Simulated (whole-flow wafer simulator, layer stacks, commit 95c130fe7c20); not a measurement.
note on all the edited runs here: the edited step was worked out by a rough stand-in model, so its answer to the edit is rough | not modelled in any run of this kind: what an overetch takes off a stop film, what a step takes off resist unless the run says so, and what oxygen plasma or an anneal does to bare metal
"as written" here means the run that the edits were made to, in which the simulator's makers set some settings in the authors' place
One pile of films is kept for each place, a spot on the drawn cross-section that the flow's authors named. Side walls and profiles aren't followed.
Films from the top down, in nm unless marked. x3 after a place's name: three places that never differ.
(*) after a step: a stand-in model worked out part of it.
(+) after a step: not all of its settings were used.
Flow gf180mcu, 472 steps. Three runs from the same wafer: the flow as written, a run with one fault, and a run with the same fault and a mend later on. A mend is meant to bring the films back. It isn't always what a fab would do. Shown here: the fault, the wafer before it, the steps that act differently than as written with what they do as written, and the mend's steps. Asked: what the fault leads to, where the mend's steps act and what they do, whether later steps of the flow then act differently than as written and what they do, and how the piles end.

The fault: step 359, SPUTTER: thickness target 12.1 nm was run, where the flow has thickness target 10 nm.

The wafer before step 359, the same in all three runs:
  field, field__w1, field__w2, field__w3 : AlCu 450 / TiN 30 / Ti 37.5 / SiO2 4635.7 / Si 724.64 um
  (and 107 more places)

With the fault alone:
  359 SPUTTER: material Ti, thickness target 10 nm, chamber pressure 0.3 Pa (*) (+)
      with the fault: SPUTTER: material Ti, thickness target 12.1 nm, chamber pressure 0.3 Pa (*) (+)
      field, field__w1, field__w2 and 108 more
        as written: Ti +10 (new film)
        with the fault: Ti +12.1 (new film)
  Later steps of the flow that act differently than as written (5 more steps differ only slightly, by at most 2% or 0.5 nm, whichever is larger, and aren't shown):
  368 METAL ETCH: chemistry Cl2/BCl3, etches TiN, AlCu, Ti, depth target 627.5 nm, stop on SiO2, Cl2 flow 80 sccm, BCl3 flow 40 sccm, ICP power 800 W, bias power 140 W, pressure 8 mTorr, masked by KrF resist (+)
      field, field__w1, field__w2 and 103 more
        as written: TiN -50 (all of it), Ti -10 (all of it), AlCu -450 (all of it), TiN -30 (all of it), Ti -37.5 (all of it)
        with the fault: TiN -50 (all of it), Ti -12.1 (all of it), AlCu -450 (all of it), TiN -30 (all of it), Ti -37.5 (all of it)
  At the end the piles differ from the flow's by more than 2% or 0.5 nm, whichever is larger, at field__w8, contact, m1, m1__w1, m1_nw.
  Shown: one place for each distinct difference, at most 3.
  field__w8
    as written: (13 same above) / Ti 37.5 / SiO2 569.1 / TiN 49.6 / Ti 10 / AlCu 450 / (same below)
    with the fault: (13 same above) / Ti 37.5 / SiO2 567 / TiN 49.6 / Ti 12.1 / AlCu 450 / (same below)
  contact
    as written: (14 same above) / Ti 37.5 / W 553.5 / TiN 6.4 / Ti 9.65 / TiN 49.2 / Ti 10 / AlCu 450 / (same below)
    with the fault: (14 same above) / Ti 37.5 / W 551.4 / TiN 6.41 / Ti 9.66 / TiN 49.2 / Ti 12.1 / AlCu 450 / (same below)

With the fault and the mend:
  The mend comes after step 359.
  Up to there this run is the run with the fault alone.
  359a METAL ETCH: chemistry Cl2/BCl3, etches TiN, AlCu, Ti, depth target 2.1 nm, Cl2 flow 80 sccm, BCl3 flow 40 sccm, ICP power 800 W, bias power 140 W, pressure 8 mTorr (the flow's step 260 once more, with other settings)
      field, field__w1, field__w2 and 108 more
        Ti -2.1
  No later step of the flow acts differently than as written at any place that is followed.
  At the end the piles are the same as the flow's at every place that both follow.
